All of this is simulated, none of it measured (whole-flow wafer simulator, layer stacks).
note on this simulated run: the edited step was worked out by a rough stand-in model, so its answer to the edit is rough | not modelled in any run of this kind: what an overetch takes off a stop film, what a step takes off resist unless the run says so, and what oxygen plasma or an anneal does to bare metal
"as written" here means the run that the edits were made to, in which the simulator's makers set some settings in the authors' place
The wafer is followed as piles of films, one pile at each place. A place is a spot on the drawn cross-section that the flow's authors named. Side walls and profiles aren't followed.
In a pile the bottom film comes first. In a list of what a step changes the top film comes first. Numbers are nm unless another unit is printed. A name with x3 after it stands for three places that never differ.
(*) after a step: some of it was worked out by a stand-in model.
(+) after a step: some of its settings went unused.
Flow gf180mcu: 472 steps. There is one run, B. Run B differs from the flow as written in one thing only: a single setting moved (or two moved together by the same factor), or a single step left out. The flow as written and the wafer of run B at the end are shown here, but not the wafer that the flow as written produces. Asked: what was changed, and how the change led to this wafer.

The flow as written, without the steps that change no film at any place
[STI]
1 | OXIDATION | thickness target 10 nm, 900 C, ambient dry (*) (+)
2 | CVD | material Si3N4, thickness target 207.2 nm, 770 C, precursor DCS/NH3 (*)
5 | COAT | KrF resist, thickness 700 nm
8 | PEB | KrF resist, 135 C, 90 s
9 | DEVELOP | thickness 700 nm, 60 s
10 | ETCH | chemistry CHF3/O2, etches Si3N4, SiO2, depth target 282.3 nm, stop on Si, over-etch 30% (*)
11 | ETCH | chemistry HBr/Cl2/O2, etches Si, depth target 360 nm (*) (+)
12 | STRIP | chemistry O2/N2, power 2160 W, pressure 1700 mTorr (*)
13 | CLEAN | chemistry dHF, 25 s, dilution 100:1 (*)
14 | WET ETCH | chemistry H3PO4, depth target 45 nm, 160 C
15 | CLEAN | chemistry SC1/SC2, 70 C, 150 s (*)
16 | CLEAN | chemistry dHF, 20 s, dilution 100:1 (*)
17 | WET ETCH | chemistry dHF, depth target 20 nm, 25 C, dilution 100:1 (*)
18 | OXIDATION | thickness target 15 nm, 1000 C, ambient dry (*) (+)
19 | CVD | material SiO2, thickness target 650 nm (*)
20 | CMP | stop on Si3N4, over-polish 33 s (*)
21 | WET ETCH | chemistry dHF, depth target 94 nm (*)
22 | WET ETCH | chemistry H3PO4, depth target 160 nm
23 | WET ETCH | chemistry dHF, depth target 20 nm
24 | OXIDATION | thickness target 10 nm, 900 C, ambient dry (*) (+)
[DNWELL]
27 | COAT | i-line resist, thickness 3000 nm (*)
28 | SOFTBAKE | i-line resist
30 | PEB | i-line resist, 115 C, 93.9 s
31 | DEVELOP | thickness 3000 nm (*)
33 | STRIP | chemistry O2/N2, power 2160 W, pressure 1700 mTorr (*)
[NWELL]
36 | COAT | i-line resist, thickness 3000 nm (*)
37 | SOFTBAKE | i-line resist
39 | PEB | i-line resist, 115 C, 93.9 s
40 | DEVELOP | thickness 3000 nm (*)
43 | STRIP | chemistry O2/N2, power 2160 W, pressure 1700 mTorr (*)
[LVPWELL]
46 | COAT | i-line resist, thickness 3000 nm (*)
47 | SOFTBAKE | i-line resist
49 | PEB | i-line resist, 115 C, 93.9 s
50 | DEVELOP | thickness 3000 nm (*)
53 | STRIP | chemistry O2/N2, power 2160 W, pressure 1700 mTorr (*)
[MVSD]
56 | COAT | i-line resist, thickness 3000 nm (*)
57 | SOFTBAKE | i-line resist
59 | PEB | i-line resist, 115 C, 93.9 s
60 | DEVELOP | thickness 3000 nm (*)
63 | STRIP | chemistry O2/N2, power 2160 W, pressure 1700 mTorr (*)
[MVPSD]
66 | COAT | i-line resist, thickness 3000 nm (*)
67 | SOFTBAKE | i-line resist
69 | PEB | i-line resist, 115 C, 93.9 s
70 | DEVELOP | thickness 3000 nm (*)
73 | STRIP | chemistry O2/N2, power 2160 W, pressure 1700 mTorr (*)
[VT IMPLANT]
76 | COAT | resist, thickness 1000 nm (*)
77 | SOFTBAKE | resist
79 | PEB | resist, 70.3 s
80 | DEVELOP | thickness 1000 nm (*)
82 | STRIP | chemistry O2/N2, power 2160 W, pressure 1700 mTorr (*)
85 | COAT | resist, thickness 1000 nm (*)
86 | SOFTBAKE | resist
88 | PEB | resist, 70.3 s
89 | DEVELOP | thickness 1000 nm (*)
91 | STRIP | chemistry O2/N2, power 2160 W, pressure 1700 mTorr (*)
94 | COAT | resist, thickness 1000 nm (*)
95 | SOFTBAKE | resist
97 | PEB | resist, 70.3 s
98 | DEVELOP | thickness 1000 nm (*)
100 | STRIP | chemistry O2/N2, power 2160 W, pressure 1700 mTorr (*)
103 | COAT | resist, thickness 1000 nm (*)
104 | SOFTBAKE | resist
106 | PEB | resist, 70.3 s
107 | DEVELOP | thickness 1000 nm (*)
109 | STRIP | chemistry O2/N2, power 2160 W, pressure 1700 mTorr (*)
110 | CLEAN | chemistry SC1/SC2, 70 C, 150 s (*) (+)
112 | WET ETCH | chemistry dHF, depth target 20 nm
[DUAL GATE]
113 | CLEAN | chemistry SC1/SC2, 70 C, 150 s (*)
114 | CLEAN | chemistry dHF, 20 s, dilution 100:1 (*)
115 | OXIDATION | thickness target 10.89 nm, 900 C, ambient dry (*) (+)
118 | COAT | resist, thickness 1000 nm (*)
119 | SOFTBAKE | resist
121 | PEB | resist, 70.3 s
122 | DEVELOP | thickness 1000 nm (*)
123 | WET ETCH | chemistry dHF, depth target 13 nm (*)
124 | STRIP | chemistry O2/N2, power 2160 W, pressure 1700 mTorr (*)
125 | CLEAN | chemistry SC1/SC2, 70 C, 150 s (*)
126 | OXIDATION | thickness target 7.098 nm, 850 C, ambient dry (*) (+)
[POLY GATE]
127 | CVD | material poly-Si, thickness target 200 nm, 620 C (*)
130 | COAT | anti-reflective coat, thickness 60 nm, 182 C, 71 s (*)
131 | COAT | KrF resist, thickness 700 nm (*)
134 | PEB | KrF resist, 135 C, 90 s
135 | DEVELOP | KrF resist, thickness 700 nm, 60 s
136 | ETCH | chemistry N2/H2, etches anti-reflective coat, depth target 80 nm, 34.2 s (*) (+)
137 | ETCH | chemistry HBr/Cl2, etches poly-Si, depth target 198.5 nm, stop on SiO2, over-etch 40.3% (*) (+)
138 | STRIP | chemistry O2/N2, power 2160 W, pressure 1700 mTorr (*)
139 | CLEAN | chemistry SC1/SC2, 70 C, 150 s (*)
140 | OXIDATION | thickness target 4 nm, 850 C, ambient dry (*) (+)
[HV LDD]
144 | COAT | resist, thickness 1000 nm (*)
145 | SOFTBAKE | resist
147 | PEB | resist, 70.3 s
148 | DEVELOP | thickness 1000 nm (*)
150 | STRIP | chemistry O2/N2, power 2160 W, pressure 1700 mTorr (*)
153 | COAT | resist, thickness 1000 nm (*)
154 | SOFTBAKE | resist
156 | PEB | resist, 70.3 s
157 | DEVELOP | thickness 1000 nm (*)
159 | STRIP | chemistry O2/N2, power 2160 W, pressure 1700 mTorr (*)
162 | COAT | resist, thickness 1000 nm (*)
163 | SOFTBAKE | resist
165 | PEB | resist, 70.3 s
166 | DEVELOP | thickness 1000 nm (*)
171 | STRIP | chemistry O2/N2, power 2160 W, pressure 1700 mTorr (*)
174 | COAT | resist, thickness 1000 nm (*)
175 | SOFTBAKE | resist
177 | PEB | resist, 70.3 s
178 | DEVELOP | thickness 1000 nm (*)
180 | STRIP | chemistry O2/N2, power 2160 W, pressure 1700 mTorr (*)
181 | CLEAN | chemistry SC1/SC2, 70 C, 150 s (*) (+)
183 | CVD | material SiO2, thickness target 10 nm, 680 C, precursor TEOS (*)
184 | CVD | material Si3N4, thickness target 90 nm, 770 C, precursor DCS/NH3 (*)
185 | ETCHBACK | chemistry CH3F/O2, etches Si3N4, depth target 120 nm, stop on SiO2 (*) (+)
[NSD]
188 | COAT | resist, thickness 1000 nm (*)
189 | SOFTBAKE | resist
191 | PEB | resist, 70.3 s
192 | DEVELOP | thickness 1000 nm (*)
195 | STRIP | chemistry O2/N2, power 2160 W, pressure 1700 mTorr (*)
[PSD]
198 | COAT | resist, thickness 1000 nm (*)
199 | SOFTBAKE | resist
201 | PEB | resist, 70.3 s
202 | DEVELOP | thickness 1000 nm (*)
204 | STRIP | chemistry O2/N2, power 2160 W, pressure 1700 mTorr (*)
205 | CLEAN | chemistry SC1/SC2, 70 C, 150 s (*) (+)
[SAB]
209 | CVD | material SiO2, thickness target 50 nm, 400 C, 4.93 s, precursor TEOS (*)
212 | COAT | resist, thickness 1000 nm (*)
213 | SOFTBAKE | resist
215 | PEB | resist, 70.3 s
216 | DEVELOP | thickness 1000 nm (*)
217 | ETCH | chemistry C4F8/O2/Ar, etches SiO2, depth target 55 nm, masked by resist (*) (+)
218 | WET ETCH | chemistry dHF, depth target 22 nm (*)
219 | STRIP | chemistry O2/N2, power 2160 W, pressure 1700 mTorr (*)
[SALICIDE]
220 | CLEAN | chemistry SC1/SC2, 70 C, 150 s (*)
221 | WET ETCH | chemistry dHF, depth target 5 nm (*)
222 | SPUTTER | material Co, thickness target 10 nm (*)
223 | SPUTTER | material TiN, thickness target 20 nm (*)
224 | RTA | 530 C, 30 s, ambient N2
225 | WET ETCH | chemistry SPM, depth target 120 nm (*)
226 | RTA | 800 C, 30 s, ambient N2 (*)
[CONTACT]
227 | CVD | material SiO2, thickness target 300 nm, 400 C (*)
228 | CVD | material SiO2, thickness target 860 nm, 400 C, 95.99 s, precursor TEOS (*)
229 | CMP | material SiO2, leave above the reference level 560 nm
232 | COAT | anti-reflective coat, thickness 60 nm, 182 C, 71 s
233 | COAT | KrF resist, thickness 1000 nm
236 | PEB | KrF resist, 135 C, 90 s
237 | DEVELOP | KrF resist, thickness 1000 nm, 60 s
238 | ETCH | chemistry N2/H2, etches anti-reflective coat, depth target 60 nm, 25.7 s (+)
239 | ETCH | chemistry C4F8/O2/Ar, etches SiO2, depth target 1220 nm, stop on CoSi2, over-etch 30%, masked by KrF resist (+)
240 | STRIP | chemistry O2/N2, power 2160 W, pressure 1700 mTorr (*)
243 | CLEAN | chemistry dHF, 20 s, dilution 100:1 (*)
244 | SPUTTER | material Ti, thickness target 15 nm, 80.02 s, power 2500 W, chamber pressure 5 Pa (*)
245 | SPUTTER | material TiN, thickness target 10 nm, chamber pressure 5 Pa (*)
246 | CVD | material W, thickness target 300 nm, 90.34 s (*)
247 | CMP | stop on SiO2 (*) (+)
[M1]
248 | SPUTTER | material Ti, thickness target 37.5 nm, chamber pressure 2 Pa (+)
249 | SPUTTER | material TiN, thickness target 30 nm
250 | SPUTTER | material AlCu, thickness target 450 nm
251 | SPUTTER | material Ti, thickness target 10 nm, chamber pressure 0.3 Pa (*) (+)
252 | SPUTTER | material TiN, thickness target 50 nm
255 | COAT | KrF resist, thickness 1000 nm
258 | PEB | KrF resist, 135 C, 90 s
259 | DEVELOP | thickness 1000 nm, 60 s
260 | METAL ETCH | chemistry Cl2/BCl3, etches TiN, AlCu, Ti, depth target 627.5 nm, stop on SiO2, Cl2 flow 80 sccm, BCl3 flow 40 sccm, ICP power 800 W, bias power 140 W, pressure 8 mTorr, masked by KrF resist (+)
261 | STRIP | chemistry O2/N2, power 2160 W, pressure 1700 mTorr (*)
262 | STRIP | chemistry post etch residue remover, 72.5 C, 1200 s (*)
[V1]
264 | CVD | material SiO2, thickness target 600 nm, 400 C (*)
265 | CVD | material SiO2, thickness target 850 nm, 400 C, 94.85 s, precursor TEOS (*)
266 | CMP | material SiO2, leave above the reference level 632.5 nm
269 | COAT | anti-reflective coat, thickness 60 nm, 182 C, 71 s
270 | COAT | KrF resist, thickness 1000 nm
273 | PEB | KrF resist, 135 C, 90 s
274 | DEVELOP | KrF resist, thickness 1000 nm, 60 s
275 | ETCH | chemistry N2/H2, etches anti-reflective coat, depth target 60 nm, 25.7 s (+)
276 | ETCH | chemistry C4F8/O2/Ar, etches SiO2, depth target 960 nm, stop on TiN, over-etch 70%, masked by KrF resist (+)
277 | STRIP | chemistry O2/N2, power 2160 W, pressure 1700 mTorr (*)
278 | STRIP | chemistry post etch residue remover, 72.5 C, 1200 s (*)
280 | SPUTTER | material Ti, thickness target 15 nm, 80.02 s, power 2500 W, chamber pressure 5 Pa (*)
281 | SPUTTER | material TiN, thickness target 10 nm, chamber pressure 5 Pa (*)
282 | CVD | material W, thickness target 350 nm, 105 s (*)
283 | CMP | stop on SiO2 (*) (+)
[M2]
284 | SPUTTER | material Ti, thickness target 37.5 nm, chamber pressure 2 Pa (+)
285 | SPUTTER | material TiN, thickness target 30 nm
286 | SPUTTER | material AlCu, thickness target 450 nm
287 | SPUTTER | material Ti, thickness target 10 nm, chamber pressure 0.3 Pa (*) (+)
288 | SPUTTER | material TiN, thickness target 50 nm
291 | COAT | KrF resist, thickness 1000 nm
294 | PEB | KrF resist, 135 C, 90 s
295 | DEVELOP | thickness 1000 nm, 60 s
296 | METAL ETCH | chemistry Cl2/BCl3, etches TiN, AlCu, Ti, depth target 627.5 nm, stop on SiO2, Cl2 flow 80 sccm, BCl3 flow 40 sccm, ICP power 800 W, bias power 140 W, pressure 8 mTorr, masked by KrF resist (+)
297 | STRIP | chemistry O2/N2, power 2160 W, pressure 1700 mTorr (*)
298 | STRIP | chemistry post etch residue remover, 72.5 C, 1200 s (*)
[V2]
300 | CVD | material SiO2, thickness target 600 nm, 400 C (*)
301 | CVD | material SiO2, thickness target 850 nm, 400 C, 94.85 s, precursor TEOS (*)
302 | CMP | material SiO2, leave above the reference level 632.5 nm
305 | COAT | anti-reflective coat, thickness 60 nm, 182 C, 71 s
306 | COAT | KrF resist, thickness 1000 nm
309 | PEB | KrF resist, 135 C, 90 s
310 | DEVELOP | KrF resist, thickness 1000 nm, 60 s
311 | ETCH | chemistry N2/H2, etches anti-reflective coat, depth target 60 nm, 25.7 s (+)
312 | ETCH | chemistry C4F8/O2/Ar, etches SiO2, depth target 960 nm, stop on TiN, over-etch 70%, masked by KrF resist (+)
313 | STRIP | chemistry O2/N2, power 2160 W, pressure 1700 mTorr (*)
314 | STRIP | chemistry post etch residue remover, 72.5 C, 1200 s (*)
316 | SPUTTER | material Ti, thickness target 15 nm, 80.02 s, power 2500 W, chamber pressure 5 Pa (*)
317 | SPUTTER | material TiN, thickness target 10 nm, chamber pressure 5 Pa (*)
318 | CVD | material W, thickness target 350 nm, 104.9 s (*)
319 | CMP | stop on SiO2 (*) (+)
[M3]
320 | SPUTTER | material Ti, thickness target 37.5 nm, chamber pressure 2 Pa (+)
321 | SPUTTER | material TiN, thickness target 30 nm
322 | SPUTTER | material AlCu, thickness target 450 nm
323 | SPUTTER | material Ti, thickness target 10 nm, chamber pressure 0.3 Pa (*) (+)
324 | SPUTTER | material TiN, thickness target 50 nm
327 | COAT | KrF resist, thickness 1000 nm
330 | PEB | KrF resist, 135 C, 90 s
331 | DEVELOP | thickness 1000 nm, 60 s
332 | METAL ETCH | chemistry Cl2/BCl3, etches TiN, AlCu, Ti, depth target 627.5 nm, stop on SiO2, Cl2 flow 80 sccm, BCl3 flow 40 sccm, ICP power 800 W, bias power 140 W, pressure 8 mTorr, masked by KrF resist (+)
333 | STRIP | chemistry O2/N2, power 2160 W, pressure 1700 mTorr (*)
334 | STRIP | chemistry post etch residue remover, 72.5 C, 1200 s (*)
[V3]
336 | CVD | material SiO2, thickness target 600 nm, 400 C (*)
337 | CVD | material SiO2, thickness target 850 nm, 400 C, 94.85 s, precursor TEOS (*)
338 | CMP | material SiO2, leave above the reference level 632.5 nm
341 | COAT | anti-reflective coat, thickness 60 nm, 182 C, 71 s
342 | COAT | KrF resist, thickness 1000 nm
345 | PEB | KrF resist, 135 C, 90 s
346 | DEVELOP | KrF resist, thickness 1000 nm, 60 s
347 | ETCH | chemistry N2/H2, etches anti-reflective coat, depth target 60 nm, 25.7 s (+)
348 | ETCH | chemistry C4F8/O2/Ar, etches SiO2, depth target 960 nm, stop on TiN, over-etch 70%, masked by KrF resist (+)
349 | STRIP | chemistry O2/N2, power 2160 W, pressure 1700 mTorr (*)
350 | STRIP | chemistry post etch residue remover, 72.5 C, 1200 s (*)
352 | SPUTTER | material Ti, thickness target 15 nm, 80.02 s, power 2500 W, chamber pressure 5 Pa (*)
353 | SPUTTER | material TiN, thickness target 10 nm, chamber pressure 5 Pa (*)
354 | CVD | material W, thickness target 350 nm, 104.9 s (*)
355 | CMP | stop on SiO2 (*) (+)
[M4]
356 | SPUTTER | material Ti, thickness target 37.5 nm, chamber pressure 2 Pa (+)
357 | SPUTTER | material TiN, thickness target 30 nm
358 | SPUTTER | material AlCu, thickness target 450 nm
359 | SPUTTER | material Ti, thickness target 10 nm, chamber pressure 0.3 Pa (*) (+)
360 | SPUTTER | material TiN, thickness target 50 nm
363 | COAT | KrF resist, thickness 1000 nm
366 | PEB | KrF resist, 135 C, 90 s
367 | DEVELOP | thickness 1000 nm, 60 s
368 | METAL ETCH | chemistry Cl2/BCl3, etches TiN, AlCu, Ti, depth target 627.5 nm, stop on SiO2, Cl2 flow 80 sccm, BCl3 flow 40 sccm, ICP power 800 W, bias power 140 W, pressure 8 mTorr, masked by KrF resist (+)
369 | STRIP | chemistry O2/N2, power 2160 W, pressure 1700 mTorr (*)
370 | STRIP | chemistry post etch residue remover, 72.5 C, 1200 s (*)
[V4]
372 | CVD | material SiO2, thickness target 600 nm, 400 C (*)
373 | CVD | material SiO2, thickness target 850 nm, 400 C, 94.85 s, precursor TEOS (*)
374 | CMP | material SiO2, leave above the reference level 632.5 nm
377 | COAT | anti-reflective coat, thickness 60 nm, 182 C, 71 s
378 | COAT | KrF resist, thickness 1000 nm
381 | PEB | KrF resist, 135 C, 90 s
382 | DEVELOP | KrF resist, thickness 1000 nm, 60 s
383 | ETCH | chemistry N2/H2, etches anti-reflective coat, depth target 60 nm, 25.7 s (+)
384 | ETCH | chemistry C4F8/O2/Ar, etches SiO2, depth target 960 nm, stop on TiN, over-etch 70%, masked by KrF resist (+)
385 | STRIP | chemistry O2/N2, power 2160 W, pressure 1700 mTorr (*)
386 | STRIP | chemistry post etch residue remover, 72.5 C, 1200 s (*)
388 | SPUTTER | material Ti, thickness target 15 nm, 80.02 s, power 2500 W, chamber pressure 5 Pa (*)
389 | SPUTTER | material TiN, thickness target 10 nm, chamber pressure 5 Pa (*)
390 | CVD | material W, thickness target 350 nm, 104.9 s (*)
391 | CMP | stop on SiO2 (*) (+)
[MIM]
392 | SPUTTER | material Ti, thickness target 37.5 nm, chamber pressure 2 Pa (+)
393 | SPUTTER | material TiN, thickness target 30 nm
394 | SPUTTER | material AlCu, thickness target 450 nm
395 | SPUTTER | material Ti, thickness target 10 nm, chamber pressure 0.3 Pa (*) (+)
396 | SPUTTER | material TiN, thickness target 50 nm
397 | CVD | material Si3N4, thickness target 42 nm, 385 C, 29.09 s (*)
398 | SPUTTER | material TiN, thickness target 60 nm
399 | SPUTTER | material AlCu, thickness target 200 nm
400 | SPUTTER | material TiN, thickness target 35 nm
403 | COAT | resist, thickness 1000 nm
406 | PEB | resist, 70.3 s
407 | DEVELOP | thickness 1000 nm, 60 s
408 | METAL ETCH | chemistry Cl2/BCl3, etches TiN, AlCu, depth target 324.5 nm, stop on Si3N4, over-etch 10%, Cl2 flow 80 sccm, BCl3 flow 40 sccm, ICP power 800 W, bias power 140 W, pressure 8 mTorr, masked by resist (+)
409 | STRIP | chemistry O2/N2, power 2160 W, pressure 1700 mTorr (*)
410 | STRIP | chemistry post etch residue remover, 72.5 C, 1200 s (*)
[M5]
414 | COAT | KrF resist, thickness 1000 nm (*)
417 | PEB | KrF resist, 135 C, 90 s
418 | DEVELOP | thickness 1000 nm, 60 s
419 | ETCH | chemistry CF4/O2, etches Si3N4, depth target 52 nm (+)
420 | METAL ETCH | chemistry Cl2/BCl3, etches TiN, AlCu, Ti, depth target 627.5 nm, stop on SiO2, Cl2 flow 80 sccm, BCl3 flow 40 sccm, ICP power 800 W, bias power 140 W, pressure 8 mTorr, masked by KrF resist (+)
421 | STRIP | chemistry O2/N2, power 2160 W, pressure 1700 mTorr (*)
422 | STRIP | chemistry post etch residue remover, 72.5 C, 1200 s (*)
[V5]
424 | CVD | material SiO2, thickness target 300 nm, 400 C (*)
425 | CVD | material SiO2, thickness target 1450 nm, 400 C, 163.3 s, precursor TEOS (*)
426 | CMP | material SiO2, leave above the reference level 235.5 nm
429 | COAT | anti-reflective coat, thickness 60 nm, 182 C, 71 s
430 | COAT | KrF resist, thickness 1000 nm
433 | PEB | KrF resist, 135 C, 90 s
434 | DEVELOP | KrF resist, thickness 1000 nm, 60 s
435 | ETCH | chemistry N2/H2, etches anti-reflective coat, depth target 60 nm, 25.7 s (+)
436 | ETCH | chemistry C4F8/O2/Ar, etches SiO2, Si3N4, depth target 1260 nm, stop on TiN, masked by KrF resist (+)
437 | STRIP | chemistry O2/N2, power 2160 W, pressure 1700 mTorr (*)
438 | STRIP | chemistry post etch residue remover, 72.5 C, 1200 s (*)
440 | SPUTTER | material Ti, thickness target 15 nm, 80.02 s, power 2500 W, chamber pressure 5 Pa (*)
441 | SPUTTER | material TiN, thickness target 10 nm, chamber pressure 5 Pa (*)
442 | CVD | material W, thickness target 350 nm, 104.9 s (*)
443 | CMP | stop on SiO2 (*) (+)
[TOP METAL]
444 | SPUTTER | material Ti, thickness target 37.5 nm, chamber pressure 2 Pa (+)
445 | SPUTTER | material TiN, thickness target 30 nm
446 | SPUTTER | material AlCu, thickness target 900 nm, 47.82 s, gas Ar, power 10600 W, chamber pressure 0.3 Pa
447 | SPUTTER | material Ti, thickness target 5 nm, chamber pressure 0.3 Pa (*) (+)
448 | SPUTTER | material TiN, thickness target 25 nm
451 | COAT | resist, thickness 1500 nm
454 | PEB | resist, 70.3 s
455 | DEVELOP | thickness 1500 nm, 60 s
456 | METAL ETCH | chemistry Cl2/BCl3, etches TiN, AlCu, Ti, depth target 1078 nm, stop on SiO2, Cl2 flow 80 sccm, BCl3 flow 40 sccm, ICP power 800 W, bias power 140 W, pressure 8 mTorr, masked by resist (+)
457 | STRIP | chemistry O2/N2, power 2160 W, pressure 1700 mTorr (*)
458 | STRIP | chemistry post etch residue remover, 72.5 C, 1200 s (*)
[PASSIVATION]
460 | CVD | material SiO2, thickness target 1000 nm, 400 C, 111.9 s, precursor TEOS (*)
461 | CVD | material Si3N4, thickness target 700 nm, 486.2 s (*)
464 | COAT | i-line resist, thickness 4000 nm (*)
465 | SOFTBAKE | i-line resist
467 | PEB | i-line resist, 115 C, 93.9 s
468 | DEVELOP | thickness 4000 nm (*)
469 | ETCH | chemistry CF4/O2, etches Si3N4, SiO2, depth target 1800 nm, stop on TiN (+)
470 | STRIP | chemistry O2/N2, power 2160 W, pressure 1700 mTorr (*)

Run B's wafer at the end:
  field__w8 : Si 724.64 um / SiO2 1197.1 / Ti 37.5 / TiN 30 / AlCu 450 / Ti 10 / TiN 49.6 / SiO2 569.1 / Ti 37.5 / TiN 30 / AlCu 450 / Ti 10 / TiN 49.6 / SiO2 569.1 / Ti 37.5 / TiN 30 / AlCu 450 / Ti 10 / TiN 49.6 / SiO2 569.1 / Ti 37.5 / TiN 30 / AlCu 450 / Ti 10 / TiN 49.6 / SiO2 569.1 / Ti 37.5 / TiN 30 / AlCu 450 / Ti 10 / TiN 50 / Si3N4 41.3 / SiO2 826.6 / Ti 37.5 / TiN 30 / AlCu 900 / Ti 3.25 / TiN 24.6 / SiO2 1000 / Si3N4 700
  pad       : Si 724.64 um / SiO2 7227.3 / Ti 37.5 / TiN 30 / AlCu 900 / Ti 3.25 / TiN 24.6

Cause: step 447, SPUTTER: thickness target 3.25 nm was run, while the flow as written has thickness target 5 nm.
The wafer lets one read it off: field__w8 has Ti 3.25, and step 447 as written asks for 5 nm.

Step by step, how the change led to this:
  447 | SPUTTER | material Ti, thickness target 5 nm, chamber pressure 0.3 Pa (*) (+)
      field, field__w1, field__w2 and 109 more: +3.25 Ti (new film) (in the flow as written it would be: +5 Ti (new film))
  456 | METAL ETCH | chemistry Cl2/BCl3, etches TiN, AlCu, Ti, depth target 1078 nm, stop on SiO2, Cl2 flow 80 sccm, BCl3 flow 40 sccm, ICP power 800 W, bias power 140 W, pressure 8 mTorr, masked by resist (+)
      field, field__w1, field__w2 and 103 more: -25 TiN (all of it), -3.25 Ti (all of it), -900 AlCu (all of it), -30 TiN (all of it), -37.5 Ti (all of it) (in the flow as written it would be: -25 TiN (all of it), -5 Ti (all of it), -900 AlCu (all of it), -30 TiN (all of it), -37.5 Ti (all of it))
